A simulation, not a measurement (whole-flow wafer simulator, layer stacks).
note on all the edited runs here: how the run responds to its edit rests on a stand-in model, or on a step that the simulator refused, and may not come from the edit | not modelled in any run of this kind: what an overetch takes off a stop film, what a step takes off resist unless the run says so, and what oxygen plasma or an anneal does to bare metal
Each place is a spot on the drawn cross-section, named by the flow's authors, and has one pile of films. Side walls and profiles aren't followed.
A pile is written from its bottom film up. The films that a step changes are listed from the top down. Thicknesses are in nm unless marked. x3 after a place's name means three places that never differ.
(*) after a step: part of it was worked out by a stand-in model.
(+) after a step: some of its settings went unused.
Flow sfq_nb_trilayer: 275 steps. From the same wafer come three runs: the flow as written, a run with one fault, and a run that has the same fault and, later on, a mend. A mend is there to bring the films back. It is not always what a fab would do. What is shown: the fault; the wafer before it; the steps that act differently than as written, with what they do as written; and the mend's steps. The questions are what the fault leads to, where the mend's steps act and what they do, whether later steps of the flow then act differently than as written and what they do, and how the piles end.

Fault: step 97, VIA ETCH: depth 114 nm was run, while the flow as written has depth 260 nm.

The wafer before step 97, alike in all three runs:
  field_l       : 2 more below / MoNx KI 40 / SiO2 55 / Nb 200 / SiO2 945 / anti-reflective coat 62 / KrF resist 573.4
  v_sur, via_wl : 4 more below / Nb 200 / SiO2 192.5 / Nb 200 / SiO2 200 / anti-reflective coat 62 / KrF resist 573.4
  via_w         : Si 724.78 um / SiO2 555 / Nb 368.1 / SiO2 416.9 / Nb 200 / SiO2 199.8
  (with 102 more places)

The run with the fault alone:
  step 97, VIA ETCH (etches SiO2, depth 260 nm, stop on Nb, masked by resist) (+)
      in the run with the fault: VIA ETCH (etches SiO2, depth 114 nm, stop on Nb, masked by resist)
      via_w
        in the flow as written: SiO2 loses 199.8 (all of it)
        in the run with the fault: SiO2 loses 114
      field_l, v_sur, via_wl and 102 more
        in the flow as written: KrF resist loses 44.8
        in the run with the fault: KrF resist loses 19.7
  Steps later in the flow that act otherwise than as written (3 more steps, not shown, differ only slightly: by at most 2% or 0.5 nm, whichever is larger):
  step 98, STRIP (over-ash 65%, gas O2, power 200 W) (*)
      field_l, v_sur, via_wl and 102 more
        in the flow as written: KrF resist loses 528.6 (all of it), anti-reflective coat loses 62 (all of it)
        in the run with the fault: KrF resist loses 553.8 (all of it), anti-reflective coat loses 62 (all of it)
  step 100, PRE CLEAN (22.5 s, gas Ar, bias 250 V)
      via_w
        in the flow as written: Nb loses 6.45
        in the run with the fault: SiO2 loses 7.5
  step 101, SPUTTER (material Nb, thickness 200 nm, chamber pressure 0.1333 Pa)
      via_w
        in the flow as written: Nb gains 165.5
        in the run with the fault: Nb gains 184.3 (new film)
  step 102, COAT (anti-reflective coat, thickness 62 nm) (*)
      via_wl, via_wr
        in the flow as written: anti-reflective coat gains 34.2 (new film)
        in the run with the fault: anti-reflective coat gains 38.3 (new film)
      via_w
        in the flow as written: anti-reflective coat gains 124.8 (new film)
        in the run with the fault: anti-reflective coat gains 105.3 (new film)
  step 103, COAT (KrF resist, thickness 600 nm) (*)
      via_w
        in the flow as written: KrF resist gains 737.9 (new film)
        in the run with the fault: KrF resist gains 667.9 (new film)
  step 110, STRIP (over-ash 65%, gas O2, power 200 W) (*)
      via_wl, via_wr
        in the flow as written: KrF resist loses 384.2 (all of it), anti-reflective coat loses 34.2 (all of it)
        in the run with the fault: KrF resist loses 391 (all of it), anti-reflective coat loses 38.3 (all of it)
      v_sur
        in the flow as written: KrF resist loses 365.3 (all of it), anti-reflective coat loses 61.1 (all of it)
        in the run with the fault: KrF resist loses 373.3 (all of it), anti-reflective coat loses 60.4 (all of it)
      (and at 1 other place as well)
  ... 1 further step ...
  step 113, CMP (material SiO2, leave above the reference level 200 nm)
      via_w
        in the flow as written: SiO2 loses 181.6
        in the run with the fault: SiO2 loses 170.2
  At via_w, the piles at the end differ from the flow's by more than 2% or 0.5 nm, whichever is larger.
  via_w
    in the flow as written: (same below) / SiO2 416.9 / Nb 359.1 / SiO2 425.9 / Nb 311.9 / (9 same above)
    in the run with the fault: (same below) / SiO2 416.9 / Nb 200 / SiO2 78.3 / Nb 184.3 / SiO2 322.3 / Nb 311.9 / (9 same above)

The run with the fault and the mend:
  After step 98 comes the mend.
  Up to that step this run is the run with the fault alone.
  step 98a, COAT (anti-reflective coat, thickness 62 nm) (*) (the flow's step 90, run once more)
      p4_fl x3, p4_w1 x9, p4_g1 x2 and 63 more
        anti-reflective coat gains 62 (new film)
      gap, jj_sur, ce_l and 16 more
        anti-reflective coat gains 61.9 (new film)
      field_l, wire
        anti-reflective coat gains 61.7 (new film)
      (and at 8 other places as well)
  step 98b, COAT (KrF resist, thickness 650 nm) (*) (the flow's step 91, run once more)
      p4_fl x3, p4_w1 x9, p4_g1 x2 and 63 more
        KrF resist gains 650 (new film)
      r_end, moat, field_r and 7 more
        KrF resist gains 649.7 (new film)
      c5j, ce_r, sp_r
        KrF resist gains 649.5 (new film)
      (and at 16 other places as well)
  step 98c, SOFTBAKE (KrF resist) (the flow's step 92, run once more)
      alters no film at any place that is followed
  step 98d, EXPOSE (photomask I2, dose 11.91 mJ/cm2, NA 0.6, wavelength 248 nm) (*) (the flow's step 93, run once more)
      alters no film at any place that is followed
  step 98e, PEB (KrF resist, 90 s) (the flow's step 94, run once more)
      be_sur, gap, jj_sur and 94 more
        KrF resist loses 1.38
      v_sur, via_sp, via_v, wire, be
        KrF resist loses 1.37
      via_wl, via_wr
        KrF resist loses 1.41
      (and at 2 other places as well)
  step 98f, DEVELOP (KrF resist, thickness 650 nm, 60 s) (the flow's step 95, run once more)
      field_l, v_sur, via_wl and 102 more
        KrF resist loses 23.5
      via_w
        KrF resist loses 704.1 (all of it)
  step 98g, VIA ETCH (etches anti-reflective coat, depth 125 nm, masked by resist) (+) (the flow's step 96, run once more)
      field_l, v_sur, via_wl and 102 more
        KrF resist loses 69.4
      via_w
        anti-reflective coat loses 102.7 (all of it), SiO2 loses 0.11
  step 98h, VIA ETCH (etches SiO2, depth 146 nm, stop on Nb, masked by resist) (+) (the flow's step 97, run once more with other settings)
      field_l, v_sur, via_wl and 102 more
        KrF resist loses 22.2
      via_w
        SiO2 loses 85.7 (all of it)
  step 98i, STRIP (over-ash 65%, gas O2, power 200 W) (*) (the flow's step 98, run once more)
      p4_fl x3, p4_w1 x9, p4_g1 x2 and 63 more
        KrF resist loses 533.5 (all of it), anti-reflective coat loses 62 (all of it)
      moat, field_r, lsp_l and 6 more
        KrF resist loses 533.2 (all of it), anti-reflective coat loses 61.9 (all of it)
      be_r, r_sur, res, r_end
        KrF resist loses 533.1 (all of it), anti-reflective coat loses 61.9 (all of it)
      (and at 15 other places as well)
  None of the later steps of the flow acts differently than as written at any place that is followed.
  By the end, the piles equal the flow's at every place that both follow.
